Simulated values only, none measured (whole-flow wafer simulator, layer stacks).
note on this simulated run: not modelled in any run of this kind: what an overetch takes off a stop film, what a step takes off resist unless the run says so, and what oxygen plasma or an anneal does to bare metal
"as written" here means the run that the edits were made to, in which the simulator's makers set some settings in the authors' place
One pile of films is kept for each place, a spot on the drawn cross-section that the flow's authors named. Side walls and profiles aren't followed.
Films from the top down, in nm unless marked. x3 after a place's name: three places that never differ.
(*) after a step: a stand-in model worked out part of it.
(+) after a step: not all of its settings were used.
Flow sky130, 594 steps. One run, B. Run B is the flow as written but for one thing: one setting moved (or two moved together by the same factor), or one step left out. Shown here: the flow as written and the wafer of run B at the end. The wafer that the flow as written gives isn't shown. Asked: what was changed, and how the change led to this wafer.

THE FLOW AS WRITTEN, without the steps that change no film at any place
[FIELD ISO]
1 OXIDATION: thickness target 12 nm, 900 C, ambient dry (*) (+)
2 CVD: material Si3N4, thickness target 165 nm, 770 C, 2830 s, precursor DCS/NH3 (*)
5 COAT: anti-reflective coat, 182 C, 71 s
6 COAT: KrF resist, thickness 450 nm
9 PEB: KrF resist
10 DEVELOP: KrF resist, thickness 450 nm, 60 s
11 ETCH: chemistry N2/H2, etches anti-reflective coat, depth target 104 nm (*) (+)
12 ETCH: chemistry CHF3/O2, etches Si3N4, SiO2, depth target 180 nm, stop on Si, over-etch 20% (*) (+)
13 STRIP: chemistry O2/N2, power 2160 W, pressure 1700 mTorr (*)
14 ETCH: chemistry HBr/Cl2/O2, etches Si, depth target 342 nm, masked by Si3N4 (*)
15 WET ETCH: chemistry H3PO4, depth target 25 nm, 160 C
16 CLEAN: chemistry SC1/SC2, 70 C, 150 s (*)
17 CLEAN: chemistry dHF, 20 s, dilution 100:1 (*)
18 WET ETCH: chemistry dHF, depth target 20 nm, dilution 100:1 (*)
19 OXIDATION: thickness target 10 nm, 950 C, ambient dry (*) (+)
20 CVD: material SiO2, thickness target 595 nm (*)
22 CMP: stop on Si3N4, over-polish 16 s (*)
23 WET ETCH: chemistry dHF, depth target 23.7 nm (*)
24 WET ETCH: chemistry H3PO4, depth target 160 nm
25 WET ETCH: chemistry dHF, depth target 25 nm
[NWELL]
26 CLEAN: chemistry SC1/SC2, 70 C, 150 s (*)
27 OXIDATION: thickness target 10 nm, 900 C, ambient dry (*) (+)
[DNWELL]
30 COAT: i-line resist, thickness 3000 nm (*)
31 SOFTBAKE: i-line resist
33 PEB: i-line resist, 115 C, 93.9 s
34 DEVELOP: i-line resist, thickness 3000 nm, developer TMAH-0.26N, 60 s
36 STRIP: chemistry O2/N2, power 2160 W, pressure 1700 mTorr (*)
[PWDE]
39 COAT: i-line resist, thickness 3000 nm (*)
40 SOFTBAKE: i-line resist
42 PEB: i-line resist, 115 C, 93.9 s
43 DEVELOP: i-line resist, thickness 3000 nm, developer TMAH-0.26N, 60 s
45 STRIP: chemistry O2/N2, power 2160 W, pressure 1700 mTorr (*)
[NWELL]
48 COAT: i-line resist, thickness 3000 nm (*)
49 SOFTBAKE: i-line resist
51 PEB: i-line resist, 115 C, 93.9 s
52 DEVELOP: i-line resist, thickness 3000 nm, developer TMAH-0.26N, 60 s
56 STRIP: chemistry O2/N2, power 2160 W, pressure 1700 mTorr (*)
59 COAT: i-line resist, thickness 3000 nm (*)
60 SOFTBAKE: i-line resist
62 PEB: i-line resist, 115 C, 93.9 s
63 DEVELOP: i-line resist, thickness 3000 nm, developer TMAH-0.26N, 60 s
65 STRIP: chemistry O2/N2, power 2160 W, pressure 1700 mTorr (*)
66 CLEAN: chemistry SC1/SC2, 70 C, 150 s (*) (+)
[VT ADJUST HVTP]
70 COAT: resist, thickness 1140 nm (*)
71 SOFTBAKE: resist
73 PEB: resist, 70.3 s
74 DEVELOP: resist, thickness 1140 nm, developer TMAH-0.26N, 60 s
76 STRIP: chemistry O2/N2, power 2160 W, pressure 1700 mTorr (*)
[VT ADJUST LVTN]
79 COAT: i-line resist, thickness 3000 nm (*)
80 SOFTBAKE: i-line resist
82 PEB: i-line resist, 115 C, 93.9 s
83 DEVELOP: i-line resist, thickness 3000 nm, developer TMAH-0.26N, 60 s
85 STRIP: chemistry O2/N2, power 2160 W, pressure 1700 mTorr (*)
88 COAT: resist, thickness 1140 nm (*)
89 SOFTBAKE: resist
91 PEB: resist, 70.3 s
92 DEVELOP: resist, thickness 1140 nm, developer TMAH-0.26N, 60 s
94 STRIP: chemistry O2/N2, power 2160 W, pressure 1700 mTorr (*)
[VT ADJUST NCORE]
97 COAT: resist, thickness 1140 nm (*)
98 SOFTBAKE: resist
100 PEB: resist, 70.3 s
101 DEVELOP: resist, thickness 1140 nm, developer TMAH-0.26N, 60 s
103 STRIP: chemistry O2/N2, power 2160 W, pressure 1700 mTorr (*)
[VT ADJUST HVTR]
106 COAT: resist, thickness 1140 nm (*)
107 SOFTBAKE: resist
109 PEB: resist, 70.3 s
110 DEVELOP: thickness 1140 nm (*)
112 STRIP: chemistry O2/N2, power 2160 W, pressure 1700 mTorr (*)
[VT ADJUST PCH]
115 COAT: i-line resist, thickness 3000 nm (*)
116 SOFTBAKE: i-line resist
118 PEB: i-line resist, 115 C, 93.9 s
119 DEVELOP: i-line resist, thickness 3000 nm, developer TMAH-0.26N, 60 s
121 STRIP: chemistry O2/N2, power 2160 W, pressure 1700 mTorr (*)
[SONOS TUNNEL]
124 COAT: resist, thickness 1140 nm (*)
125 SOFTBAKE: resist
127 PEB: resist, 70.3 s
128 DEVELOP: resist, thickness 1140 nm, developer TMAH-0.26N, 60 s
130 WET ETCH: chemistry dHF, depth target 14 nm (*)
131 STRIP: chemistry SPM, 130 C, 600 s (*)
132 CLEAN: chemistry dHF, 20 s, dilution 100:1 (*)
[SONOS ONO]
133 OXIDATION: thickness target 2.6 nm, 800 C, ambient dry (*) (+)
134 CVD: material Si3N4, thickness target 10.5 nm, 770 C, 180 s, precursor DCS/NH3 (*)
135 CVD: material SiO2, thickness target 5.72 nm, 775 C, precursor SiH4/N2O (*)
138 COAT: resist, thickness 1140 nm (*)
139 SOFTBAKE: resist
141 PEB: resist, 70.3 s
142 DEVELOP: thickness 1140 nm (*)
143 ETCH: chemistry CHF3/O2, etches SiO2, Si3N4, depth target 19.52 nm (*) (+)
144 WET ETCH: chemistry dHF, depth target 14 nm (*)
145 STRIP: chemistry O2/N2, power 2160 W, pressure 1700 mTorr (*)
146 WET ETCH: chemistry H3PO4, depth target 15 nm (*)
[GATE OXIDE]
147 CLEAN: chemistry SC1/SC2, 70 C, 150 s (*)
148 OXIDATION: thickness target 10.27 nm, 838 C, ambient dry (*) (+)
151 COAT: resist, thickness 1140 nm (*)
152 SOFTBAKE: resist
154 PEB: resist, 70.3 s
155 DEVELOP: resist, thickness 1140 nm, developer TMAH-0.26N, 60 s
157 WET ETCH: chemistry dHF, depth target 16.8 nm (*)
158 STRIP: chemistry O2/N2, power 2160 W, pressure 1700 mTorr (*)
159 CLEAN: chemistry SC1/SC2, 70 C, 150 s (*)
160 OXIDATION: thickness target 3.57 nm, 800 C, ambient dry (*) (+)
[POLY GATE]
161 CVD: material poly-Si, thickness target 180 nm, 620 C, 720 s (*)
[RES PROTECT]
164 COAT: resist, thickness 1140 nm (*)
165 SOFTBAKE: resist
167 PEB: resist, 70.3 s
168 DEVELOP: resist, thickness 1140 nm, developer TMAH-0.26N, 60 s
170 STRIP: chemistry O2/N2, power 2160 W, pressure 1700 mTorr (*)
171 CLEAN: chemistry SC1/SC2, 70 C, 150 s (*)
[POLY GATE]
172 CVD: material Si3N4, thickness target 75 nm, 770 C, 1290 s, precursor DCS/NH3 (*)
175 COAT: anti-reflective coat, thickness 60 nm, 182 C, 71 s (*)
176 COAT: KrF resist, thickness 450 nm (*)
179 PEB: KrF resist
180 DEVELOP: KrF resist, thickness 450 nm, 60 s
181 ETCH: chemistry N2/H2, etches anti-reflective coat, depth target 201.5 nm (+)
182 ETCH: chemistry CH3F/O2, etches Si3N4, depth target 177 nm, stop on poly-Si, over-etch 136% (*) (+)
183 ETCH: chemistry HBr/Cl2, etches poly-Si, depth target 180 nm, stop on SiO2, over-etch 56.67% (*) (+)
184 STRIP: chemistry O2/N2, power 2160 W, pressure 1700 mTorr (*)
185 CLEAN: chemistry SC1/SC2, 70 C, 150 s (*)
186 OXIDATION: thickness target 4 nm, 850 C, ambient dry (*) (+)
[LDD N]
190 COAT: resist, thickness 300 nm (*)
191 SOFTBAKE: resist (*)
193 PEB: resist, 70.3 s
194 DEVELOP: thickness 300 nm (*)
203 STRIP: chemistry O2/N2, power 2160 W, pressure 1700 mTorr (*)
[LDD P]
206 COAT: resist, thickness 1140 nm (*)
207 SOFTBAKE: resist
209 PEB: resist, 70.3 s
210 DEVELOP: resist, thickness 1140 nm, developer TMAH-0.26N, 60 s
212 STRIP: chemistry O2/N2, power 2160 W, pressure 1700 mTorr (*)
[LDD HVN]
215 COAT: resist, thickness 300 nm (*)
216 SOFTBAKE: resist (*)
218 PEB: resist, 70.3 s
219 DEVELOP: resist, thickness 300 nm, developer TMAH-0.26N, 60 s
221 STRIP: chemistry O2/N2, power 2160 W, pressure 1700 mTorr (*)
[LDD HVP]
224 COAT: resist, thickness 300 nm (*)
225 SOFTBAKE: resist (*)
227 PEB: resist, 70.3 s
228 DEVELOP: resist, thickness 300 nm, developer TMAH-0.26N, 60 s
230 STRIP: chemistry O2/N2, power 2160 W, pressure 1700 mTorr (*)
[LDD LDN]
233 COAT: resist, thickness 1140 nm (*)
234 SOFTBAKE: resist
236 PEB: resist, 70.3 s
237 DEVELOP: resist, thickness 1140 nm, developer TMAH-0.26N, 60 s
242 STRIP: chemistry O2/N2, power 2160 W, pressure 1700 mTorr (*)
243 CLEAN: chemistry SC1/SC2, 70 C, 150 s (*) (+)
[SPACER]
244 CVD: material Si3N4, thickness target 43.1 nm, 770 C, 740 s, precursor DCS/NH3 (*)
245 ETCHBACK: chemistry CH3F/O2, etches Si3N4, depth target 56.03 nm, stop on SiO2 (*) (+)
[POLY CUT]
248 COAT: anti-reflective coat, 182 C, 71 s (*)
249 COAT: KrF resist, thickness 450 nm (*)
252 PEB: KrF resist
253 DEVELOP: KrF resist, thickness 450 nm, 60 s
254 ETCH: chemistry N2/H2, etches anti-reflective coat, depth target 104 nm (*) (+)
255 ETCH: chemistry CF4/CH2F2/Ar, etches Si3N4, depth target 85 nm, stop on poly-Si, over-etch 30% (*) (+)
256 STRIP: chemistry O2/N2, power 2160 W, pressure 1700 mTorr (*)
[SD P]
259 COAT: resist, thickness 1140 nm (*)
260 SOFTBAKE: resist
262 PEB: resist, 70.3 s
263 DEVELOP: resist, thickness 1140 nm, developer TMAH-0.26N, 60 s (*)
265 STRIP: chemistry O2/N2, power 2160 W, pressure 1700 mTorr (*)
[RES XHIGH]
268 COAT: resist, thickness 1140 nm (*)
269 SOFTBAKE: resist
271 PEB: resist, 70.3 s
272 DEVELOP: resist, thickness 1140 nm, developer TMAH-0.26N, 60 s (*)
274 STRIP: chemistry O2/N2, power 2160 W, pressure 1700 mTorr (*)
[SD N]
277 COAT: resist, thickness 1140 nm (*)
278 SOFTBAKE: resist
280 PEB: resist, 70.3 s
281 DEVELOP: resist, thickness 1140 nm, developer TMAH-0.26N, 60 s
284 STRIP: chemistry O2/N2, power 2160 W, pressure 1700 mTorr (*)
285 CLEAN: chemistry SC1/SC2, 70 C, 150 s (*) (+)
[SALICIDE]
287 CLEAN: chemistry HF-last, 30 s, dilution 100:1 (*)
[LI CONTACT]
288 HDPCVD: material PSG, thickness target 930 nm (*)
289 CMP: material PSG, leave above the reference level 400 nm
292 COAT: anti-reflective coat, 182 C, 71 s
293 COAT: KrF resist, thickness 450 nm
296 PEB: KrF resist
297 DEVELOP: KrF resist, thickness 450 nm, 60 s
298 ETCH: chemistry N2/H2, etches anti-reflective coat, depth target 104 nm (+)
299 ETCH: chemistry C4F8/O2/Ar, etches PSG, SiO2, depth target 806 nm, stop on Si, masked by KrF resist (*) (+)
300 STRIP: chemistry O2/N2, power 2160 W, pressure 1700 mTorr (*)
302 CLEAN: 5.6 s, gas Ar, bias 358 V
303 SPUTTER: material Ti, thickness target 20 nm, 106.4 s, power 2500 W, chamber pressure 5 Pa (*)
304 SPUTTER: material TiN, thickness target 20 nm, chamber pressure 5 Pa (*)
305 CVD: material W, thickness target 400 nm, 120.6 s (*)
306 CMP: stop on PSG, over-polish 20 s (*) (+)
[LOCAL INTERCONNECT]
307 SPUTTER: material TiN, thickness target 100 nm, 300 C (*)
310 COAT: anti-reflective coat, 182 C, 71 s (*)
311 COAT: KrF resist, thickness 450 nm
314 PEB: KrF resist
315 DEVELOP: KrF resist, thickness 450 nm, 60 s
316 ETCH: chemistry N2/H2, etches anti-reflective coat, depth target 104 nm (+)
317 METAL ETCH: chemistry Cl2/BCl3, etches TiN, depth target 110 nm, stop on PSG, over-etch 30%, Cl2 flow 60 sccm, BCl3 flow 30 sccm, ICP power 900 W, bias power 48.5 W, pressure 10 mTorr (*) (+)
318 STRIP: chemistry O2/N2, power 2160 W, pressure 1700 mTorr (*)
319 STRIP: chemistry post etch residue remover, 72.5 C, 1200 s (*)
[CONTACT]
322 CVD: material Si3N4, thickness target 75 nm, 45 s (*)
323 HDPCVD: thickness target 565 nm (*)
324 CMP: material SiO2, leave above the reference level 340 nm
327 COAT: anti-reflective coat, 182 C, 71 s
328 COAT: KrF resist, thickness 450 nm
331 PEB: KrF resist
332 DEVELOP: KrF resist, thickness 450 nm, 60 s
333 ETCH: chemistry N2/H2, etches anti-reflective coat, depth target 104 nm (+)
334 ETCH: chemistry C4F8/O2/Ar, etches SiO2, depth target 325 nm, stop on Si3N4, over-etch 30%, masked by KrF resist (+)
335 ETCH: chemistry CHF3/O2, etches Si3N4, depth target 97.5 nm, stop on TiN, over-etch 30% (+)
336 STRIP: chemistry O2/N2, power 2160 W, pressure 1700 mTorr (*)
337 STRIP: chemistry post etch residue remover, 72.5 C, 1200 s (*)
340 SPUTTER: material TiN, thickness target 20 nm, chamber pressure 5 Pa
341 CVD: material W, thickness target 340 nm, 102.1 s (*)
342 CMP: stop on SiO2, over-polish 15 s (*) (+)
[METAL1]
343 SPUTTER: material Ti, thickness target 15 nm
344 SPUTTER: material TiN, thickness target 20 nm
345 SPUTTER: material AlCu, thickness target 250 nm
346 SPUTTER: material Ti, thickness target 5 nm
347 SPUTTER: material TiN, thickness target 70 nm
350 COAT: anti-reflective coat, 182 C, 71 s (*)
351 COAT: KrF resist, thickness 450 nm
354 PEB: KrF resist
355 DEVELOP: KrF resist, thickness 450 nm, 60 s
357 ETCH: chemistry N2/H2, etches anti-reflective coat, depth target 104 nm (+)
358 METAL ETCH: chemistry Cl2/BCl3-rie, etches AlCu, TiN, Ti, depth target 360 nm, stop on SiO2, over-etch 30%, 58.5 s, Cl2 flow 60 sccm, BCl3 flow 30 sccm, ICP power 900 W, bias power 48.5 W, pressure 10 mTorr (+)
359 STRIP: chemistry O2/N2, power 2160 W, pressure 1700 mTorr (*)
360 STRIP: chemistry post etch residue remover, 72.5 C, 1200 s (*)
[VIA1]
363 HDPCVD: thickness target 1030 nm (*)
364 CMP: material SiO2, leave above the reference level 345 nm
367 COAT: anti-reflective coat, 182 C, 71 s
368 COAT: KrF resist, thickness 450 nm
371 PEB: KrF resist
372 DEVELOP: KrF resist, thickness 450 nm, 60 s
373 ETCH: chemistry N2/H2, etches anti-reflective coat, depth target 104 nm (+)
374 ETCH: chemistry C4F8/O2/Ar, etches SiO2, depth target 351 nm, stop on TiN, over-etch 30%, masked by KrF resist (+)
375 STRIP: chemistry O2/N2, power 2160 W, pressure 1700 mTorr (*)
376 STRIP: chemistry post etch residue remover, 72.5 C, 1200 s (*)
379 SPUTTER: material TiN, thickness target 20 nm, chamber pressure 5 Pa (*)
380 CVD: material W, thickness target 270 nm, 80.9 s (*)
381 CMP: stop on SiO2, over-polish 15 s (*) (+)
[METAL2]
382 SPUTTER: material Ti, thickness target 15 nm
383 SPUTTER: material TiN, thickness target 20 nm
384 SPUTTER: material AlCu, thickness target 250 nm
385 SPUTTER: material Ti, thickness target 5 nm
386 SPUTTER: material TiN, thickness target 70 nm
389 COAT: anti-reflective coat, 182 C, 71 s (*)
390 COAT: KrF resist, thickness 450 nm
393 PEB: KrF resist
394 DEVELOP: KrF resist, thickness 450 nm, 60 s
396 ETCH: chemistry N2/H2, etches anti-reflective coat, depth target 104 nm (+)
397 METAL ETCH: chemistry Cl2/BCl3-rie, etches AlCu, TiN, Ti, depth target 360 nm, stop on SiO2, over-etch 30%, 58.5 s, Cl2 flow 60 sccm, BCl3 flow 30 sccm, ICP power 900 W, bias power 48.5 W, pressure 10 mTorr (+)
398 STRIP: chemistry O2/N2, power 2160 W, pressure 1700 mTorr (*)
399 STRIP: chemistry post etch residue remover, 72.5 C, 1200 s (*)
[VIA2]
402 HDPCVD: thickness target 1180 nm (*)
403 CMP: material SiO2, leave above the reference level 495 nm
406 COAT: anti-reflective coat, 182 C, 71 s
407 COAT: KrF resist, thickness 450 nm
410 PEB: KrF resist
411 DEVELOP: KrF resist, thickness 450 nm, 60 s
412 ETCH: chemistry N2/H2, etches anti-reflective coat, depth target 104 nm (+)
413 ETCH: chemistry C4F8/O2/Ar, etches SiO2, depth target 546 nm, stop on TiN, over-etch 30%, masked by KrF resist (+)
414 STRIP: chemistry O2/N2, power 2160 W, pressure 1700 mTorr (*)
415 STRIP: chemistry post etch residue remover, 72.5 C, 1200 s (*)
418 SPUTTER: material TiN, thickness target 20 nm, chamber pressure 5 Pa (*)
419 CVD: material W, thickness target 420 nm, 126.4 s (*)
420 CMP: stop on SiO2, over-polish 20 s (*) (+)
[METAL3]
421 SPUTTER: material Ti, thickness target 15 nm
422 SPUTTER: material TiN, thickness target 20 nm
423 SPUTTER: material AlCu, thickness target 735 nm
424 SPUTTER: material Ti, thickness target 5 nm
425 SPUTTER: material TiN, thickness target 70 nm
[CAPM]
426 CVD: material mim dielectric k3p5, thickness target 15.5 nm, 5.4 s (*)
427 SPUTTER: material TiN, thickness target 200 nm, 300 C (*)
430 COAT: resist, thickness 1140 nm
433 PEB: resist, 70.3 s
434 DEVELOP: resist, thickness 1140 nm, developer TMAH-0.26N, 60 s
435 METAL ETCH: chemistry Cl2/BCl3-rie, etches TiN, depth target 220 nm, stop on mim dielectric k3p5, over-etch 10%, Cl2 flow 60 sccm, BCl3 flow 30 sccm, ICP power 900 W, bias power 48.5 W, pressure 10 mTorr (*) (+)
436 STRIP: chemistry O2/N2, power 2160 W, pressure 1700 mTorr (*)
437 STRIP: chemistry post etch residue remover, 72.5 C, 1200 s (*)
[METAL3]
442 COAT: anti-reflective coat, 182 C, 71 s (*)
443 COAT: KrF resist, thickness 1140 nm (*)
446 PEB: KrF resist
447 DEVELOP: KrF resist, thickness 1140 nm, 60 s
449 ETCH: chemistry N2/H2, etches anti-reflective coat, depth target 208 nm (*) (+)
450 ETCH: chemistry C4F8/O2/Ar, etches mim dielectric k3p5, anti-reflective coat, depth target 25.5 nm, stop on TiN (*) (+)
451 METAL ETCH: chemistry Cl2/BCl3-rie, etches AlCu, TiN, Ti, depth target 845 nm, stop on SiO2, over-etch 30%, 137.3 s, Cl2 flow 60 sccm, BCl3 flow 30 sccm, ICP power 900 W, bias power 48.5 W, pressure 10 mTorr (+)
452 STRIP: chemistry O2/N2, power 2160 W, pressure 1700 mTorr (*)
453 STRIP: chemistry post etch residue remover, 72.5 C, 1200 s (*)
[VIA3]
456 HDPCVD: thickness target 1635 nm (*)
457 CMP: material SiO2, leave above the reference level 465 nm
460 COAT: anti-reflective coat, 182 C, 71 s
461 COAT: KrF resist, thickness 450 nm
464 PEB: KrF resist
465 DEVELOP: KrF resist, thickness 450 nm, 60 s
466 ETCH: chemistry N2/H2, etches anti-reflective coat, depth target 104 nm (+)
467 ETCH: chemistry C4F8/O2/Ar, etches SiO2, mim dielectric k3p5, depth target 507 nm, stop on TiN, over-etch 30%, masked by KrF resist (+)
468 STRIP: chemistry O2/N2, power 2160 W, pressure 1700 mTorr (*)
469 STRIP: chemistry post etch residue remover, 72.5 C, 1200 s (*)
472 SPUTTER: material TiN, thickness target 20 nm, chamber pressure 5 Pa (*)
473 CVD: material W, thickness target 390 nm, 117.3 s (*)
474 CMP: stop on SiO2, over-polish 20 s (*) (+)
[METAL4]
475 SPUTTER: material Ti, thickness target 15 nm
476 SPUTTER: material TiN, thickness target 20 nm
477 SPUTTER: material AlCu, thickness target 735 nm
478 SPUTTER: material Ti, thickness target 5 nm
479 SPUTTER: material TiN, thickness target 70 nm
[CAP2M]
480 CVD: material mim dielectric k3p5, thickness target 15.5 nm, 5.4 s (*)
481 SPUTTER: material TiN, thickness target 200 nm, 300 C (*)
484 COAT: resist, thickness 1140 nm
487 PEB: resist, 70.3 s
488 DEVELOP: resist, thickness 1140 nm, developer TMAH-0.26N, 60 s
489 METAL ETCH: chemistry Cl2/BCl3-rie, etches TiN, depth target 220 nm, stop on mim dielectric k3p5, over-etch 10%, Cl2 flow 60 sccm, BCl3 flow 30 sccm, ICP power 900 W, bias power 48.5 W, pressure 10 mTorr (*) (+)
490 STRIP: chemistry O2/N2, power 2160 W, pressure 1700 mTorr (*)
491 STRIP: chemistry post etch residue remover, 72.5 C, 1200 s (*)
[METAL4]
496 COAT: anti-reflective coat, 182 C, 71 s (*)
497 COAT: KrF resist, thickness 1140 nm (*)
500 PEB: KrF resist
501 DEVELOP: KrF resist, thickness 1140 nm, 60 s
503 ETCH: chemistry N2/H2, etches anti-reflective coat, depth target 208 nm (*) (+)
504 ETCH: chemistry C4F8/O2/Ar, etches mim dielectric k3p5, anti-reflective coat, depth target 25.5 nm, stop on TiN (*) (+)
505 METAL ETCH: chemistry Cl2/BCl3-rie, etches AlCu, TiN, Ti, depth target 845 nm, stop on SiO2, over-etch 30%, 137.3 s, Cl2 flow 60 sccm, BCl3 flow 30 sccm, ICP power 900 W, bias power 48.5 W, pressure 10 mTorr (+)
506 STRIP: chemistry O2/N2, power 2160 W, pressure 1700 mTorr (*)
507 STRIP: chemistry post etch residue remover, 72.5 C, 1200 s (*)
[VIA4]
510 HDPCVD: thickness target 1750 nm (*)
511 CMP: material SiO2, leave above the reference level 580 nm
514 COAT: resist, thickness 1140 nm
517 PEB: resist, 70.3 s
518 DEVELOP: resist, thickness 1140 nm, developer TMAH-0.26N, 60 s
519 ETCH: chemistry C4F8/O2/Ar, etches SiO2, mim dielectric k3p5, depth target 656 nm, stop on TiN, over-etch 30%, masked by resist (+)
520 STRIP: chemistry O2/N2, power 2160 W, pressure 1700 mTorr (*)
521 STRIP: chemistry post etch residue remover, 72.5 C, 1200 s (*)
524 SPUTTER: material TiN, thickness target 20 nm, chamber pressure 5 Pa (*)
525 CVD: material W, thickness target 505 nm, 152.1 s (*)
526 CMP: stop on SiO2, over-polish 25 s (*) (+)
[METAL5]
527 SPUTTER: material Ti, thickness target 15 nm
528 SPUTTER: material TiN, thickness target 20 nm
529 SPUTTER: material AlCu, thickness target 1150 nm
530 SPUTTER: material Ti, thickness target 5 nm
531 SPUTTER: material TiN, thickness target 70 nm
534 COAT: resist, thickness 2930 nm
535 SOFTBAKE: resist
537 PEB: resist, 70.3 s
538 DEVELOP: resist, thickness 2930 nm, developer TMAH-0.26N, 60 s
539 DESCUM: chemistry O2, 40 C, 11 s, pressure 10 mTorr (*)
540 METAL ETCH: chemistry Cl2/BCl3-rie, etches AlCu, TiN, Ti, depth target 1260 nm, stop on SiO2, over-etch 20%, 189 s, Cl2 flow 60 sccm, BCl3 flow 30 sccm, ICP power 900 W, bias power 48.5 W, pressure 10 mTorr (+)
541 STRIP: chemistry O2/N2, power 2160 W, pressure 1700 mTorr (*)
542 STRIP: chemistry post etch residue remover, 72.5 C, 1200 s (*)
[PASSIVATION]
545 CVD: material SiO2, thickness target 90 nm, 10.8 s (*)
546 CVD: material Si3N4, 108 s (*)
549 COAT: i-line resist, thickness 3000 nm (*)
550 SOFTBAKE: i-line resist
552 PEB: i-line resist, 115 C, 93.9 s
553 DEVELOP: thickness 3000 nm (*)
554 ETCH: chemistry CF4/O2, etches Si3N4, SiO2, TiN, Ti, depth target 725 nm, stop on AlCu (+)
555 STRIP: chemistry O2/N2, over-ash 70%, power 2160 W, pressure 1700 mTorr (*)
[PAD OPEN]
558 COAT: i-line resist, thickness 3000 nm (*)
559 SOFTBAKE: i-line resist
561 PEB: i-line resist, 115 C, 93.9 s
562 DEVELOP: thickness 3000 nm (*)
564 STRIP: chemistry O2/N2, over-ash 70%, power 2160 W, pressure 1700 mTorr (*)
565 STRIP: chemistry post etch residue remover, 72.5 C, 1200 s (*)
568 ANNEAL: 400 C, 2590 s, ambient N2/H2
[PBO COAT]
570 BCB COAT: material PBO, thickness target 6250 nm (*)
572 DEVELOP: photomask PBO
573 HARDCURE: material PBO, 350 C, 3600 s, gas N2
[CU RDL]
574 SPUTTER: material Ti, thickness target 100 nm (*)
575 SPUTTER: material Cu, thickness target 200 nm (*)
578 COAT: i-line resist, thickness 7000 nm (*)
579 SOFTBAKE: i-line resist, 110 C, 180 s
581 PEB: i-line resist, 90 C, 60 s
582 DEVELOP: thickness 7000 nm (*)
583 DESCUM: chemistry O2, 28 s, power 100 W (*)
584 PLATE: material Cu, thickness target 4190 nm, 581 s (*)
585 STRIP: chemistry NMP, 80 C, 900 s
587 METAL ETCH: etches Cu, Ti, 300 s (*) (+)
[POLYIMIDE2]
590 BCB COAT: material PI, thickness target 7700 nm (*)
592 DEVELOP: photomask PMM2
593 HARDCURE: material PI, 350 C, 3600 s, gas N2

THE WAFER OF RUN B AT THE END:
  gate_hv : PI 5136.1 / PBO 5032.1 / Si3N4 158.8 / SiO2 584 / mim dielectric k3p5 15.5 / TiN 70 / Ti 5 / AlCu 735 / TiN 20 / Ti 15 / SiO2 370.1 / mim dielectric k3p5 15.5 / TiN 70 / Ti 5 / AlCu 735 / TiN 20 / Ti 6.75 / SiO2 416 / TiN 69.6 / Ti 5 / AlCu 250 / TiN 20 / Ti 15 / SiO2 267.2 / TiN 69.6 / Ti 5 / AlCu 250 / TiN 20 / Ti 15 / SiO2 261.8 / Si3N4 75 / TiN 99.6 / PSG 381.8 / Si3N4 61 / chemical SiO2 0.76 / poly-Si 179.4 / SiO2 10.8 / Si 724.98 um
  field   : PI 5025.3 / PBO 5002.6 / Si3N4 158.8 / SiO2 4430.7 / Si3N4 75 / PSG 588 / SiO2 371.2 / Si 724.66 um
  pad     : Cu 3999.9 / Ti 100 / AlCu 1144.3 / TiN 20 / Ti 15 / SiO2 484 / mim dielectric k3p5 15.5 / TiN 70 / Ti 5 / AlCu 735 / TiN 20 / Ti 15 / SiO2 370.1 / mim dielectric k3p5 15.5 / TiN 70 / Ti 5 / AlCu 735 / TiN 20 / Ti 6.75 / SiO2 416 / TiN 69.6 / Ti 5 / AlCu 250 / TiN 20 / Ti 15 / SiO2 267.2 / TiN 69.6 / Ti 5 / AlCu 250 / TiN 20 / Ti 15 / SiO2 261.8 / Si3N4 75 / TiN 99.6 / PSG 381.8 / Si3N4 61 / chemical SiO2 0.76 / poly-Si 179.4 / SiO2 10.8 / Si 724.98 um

The cause: step 421, SPUTTER: thickness target 6.75 nm was run, where the flow has thickness target 15 nm.
It can be read off the wafer: gate_hv has Ti 6.75, and step 421 as written asks for 15 nm.

How the change led to this, step by step:
  421 SPUTTER: material Ti, thickness target 15 nm
      field, active, n_well and 188 more: Ti +6.75 (new film) (as written it would be: Ti +15 (new film))
  451 METAL ETCH: chemistry Cl2/BCl3-rie, etches AlCu, TiN, Ti, depth target 845 nm, stop on SiO2, over-etch 30%, 137.3 s, Cl2 flow 60 sccm, BCl3 flow 30 sccm, ICP power 900 W, bias power 48.5 W, pressure 10 mTorr (+)
      field, gate, spacer and 68 more: TiN -70 (all of it), Ti -5 (all of it), AlCu -735 (all of it), TiN -20 (all of it), Ti -6.75 (all of it), SiO2 -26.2 (as written it would be: TiN -70 (all of it), Ti -5 (all of it), AlCu -735 (all of it), TiN -20 (all of it), Ti -15 (all of it), SiO2 -25.4)
      active, vpp_ln, vpp_iso2 and 11 more: TiN -70 (all of it), Ti -5 (all of it), AlCu -735 (all of it), TiN -20 (all of it), Ti -6.75 (all of it), SiO2 -26.2 (as written it would be: TiN -70 (all of it), Ti -5 (all of it), AlCu -735 (all of it), TiN -20 (all of it), Ti -15 (all of it), SiO2 -25.3)
